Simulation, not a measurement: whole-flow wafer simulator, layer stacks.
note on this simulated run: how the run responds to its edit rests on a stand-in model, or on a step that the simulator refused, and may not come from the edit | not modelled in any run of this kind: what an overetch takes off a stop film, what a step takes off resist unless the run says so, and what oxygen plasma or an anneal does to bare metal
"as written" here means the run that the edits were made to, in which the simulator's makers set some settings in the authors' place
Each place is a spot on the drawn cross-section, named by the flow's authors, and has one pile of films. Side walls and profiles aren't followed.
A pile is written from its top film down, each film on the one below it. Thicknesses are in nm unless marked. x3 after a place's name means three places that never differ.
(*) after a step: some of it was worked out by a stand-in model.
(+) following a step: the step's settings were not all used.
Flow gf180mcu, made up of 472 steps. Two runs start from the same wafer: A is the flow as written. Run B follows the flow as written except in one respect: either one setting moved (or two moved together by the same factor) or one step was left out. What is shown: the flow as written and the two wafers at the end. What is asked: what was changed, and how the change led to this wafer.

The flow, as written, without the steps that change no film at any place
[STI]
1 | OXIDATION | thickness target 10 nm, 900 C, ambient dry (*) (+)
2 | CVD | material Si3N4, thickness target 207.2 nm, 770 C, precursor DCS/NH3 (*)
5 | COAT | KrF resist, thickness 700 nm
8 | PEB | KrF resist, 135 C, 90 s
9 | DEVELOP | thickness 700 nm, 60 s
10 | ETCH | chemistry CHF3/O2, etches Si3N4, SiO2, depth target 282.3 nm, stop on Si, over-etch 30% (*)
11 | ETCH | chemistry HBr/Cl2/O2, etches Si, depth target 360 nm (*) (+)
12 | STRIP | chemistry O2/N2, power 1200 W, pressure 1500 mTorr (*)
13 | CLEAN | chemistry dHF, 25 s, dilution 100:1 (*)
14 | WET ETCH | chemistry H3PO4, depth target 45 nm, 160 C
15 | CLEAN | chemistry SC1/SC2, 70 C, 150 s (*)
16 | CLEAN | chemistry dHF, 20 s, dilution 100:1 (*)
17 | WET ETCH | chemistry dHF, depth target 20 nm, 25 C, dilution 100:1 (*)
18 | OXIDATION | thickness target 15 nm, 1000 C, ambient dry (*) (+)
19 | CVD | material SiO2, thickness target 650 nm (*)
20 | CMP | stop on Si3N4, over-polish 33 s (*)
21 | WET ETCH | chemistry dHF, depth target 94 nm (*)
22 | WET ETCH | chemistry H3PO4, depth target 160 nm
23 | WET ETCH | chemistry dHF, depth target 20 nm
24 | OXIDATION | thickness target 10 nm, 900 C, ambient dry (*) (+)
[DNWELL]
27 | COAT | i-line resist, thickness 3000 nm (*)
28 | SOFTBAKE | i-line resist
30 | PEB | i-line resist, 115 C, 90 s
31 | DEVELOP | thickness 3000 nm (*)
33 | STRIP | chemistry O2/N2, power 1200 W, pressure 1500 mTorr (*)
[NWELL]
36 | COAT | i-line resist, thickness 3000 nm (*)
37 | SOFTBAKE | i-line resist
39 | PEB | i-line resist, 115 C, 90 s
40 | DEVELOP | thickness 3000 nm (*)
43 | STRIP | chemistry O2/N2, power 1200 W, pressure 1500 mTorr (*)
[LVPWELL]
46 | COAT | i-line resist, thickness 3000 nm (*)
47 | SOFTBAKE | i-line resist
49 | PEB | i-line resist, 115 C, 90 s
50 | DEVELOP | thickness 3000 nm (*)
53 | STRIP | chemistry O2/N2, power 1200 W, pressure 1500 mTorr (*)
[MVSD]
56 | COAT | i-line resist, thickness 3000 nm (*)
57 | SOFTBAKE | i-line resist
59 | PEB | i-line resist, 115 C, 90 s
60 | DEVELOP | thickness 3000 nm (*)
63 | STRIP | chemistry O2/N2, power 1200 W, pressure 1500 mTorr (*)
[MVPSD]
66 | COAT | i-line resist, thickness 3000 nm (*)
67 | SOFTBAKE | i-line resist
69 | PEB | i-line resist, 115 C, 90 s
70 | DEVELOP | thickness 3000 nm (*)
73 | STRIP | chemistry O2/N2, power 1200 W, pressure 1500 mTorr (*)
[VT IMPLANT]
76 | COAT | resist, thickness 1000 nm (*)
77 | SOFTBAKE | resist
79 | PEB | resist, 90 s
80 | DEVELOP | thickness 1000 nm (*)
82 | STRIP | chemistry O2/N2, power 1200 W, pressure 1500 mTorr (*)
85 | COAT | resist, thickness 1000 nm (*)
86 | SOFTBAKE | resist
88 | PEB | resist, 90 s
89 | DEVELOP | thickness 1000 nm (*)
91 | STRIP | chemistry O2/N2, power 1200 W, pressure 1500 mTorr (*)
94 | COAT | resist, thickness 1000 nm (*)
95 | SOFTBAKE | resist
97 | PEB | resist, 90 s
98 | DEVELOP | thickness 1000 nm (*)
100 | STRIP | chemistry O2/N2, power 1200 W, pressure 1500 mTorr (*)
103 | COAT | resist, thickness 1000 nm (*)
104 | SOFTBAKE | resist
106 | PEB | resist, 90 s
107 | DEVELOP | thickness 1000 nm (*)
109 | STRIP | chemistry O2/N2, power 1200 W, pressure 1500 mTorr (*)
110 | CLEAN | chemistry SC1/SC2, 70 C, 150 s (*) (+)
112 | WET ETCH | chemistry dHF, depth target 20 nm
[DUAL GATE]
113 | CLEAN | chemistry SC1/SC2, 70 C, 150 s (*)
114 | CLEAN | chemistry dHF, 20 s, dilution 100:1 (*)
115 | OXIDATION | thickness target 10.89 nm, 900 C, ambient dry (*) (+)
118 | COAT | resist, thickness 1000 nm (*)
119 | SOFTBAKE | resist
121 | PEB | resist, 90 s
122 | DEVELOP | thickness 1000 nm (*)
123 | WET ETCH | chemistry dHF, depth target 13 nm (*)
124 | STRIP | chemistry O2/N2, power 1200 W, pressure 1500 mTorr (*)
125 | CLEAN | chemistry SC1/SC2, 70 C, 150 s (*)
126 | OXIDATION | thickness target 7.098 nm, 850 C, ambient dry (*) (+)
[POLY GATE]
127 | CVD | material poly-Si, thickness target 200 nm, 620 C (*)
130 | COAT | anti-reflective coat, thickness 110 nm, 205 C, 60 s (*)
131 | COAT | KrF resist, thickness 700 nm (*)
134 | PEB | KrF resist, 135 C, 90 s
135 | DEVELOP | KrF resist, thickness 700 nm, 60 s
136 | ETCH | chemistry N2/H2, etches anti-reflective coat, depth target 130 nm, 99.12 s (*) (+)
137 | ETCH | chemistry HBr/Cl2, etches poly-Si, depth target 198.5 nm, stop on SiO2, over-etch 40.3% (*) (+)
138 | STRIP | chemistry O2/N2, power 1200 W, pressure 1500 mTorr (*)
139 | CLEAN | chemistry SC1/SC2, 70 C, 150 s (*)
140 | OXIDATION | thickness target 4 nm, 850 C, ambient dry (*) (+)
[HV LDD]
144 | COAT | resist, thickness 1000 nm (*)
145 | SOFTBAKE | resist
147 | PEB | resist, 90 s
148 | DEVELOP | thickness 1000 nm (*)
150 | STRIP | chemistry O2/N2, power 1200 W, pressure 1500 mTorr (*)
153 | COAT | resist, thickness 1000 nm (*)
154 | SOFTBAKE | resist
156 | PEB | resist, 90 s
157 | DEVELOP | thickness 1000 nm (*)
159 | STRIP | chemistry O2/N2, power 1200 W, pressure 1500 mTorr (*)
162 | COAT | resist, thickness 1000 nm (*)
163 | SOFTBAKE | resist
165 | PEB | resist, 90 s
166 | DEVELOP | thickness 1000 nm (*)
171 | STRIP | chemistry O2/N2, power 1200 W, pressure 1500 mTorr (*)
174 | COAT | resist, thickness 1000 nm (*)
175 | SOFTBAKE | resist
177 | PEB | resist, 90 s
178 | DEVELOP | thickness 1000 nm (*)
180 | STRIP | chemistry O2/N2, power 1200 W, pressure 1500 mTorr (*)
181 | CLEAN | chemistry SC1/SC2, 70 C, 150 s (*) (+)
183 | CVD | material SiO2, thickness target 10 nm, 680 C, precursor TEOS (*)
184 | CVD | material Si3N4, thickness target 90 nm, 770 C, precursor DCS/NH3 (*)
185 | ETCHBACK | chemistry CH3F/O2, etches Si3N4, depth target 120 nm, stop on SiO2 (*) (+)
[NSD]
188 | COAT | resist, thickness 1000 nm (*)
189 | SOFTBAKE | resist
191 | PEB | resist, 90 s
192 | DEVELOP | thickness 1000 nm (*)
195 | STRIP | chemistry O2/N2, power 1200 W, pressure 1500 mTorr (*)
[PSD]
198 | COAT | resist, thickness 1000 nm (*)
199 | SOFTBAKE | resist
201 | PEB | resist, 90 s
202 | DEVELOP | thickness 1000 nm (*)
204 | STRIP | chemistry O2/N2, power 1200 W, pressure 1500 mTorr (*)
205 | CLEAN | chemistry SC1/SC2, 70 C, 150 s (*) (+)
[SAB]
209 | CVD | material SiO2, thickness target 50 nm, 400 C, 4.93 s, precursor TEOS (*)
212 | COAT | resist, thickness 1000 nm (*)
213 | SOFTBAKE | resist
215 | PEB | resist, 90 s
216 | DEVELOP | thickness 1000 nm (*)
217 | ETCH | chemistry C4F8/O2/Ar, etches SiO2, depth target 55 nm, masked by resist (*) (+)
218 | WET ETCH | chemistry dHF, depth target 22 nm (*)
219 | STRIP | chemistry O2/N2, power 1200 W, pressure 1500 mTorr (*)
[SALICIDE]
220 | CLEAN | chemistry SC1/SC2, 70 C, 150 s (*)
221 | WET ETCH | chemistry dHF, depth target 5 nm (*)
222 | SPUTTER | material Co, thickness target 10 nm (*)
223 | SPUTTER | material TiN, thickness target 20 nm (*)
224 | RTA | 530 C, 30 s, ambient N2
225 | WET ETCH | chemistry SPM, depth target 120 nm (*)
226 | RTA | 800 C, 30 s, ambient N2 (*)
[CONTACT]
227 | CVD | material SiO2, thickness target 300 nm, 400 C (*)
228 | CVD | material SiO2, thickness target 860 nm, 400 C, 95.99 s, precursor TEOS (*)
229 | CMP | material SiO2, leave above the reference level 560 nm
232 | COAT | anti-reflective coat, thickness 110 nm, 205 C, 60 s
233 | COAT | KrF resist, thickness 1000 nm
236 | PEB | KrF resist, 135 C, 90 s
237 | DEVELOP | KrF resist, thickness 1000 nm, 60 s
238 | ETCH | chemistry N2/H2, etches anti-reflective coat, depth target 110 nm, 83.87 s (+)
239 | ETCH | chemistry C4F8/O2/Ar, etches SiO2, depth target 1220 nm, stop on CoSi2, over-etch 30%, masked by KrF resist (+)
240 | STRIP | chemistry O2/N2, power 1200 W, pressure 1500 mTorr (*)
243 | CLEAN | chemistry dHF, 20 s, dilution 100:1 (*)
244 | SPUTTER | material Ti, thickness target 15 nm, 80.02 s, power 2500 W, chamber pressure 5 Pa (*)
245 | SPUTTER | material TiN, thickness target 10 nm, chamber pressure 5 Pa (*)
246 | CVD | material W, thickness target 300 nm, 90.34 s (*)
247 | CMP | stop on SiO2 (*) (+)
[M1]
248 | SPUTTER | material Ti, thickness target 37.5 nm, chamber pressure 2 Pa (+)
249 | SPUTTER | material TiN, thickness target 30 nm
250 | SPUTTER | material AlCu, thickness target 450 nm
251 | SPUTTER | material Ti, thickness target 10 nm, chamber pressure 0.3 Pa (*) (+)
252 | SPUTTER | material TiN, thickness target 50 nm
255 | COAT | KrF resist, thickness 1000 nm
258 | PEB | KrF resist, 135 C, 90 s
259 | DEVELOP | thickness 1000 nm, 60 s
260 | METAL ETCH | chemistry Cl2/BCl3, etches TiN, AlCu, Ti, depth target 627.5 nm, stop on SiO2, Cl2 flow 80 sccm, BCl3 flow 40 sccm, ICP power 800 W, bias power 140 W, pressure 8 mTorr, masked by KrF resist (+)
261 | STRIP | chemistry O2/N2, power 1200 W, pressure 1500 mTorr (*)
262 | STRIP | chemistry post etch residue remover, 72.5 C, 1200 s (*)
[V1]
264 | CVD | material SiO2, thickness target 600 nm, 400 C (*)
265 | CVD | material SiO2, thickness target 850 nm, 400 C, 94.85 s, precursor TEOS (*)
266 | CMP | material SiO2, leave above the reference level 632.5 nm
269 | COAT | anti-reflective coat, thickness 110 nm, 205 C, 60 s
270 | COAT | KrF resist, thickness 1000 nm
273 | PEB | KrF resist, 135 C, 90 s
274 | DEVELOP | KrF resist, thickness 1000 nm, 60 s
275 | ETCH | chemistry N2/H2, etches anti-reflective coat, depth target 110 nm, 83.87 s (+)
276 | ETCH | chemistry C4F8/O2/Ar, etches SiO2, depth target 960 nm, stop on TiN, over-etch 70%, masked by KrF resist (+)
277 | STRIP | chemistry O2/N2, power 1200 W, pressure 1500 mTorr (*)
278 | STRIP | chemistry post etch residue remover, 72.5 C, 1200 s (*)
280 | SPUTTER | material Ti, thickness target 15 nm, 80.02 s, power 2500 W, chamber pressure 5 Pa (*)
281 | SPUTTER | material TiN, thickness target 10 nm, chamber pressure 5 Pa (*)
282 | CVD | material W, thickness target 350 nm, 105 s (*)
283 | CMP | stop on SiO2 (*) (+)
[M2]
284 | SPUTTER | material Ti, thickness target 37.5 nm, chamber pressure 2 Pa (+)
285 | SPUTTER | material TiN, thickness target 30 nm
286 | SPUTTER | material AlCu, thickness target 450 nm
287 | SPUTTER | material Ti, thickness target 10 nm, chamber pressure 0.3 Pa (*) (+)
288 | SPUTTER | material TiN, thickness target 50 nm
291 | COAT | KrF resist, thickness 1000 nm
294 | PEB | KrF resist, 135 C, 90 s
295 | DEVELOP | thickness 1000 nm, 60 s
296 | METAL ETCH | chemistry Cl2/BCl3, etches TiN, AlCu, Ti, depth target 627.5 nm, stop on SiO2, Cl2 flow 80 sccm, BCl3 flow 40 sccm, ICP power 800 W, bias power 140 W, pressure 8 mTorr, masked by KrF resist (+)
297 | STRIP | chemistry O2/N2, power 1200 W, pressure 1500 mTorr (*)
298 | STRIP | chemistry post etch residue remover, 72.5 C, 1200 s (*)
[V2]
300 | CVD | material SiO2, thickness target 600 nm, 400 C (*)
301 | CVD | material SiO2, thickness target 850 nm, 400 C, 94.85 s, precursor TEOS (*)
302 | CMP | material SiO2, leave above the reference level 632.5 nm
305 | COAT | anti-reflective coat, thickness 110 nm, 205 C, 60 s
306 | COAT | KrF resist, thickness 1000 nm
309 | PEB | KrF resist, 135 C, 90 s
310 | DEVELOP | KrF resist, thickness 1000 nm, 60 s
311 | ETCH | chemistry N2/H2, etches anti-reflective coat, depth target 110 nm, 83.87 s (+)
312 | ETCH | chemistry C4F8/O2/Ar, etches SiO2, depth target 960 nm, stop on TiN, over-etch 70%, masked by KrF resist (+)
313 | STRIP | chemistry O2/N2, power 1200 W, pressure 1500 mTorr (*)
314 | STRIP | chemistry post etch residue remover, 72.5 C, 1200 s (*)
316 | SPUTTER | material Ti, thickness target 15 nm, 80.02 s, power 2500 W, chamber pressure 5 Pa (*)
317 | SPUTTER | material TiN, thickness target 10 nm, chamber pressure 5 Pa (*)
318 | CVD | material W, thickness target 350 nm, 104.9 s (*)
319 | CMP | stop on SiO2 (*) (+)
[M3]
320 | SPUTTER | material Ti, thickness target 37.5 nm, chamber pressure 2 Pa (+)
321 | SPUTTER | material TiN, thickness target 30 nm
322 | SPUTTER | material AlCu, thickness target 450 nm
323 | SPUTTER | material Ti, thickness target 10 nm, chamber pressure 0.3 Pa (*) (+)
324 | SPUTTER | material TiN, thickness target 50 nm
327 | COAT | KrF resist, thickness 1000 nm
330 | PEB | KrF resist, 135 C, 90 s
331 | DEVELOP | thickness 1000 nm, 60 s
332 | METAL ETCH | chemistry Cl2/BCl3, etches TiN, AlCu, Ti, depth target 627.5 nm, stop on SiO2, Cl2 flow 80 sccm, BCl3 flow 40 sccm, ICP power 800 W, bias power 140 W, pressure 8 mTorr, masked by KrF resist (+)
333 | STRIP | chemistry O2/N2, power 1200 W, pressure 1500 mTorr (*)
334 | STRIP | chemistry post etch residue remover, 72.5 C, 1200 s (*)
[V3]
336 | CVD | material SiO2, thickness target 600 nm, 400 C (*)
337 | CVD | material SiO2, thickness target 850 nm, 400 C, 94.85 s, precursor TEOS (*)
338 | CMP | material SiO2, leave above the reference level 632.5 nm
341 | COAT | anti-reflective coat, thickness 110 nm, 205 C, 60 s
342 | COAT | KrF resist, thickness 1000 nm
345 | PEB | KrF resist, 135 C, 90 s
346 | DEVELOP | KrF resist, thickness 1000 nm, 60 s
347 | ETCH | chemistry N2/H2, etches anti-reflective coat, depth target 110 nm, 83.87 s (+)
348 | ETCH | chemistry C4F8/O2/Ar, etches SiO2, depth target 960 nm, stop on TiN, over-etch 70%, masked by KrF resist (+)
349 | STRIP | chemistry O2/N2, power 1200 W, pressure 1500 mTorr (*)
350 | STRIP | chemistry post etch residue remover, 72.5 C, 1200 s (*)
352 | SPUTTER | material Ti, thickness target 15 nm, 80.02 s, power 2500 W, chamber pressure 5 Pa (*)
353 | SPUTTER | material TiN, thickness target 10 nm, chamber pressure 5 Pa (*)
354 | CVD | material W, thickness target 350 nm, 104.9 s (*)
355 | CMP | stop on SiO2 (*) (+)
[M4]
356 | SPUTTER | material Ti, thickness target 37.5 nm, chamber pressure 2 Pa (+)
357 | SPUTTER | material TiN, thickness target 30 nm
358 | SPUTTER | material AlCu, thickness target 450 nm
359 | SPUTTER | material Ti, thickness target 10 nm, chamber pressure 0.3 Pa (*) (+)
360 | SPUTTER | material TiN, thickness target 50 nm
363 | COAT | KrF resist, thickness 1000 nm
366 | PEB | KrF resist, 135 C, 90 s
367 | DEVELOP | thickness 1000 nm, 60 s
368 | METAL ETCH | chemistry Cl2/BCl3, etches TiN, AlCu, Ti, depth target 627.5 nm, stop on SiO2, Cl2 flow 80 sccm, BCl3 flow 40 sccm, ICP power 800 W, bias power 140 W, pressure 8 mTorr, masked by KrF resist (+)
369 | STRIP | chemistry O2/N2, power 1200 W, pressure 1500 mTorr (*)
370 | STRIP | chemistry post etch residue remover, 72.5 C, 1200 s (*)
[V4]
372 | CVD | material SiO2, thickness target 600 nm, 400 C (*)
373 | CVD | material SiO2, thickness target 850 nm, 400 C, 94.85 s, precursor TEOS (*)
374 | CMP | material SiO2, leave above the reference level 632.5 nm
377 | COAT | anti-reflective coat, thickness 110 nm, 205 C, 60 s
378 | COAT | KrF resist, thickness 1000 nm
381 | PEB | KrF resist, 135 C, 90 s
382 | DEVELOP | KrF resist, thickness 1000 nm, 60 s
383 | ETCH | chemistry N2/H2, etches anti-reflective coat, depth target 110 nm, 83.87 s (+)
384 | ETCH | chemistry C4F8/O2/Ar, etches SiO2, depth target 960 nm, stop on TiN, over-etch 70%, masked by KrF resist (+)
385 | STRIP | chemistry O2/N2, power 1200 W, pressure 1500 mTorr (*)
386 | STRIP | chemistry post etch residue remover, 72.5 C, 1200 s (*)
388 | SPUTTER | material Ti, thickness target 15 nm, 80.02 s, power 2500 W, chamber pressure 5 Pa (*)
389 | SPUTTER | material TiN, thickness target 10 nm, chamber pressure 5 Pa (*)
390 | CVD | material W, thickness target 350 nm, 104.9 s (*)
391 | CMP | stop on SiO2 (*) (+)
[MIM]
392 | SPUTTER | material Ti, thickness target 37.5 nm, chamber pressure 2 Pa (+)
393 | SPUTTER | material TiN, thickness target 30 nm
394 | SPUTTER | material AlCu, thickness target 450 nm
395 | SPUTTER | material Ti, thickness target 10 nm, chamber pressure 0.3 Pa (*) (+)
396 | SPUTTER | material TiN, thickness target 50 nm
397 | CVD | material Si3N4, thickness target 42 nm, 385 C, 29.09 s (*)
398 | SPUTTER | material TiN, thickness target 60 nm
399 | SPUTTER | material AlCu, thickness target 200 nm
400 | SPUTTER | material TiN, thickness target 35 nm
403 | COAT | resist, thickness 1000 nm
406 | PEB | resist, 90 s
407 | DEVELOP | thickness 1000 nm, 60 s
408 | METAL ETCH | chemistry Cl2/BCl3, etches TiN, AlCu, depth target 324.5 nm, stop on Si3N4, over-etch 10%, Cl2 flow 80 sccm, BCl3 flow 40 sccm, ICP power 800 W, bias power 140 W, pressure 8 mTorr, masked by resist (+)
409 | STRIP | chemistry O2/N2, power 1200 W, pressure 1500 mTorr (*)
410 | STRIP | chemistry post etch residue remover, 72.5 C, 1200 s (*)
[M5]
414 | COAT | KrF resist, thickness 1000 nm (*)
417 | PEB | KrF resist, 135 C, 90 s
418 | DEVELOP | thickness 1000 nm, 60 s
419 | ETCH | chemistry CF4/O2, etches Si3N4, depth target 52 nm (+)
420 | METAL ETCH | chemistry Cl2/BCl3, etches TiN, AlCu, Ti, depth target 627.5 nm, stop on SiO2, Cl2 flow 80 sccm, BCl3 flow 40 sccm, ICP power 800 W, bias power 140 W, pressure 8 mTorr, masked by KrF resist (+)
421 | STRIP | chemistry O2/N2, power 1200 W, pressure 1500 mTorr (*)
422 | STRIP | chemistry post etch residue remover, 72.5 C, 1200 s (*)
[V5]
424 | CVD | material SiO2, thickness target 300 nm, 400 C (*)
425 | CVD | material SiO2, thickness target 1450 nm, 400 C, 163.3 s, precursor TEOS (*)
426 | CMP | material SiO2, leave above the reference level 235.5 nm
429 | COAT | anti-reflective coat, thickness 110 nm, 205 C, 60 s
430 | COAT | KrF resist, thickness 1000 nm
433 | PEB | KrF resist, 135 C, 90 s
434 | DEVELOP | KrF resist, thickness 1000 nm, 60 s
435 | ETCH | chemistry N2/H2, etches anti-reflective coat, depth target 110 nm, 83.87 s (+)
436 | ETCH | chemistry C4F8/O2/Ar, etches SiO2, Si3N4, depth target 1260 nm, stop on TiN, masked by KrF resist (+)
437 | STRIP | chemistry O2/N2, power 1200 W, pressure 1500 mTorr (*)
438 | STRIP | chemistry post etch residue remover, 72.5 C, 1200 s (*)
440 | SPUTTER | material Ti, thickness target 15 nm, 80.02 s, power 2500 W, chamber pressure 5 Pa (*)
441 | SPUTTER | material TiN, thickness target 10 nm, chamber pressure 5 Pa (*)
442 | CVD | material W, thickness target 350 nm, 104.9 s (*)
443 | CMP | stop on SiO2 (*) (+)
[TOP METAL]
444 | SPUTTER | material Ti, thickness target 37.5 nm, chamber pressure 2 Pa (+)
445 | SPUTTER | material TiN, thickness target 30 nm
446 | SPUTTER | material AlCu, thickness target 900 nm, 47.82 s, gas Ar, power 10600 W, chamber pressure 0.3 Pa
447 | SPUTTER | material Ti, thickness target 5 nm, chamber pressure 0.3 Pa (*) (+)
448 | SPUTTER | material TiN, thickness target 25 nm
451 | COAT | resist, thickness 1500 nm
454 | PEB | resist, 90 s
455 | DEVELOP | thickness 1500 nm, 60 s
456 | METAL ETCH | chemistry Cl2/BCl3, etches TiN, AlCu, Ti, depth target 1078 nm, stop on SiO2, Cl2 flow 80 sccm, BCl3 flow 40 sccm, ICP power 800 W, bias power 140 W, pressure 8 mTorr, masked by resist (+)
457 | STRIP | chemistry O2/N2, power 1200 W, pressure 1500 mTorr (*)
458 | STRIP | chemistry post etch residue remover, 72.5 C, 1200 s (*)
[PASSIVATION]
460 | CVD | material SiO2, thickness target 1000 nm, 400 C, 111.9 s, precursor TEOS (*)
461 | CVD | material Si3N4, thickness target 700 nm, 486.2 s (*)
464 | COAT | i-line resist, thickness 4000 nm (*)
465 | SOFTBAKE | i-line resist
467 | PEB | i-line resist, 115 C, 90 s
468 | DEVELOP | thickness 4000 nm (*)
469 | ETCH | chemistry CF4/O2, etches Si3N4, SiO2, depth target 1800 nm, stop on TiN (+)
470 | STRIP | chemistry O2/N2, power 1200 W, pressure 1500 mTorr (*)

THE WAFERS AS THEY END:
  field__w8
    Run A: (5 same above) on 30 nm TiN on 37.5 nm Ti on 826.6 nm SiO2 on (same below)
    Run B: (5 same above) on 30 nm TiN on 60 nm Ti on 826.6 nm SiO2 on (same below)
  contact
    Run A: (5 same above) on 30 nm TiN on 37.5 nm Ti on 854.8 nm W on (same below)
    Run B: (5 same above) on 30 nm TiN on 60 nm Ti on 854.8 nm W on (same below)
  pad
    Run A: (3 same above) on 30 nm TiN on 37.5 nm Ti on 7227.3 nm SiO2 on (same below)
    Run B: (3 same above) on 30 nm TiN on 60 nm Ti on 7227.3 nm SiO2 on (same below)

What caused this: step 444, SPUTTER: thickness target 60 nm was run, though the flow has thickness target 37.5 nm.
The wafer itself shows it: field__w8 has Ti 60, and step 444 as written asks for 37.5 nm.

The path from the change to this, step by step:
  444 | SPUTTER | material Ti, thickness target 37.5 nm, chamber pressure 2 Pa (+)
      field, field__w1, field__w2 and 109 more: A Ti gains 37.5 (new film) | B Ti gains 60 (new film)
  456 | METAL ETCH | chemistry Cl2/BCl3, etches TiN, AlCu, Ti, depth target 1078 nm, stop on SiO2, Cl2 flow 80 sccm, BCl3 flow 40 sccm, ICP power 800 W, bias power 140 W, pressure 8 mTorr, masked by resist (+)
      field, field__w1, field__w2 and 103 more: A TiN loses 25 (all of it), Ti loses 5 (all of it), AlCu loses 900 (all of it), TiN loses 30 (all of it), Ti loses 37.5 (all of it) | B TiN loses 25 (all of it), Ti loses 5 (all of it), AlCu loses 900 (all of it), TiN loses 30 (all of it), Ti loses 60 (all of it)
  465 | SOFTBAKE | i-line resist
      field__w5, field__w9: A i-line resist gains 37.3 | B i-line resist gains 31.2
      field__w11, field__w13: A i-line resist gains 37.9 | B i-line resist gains 32.3
      (as well as at 62 more places)
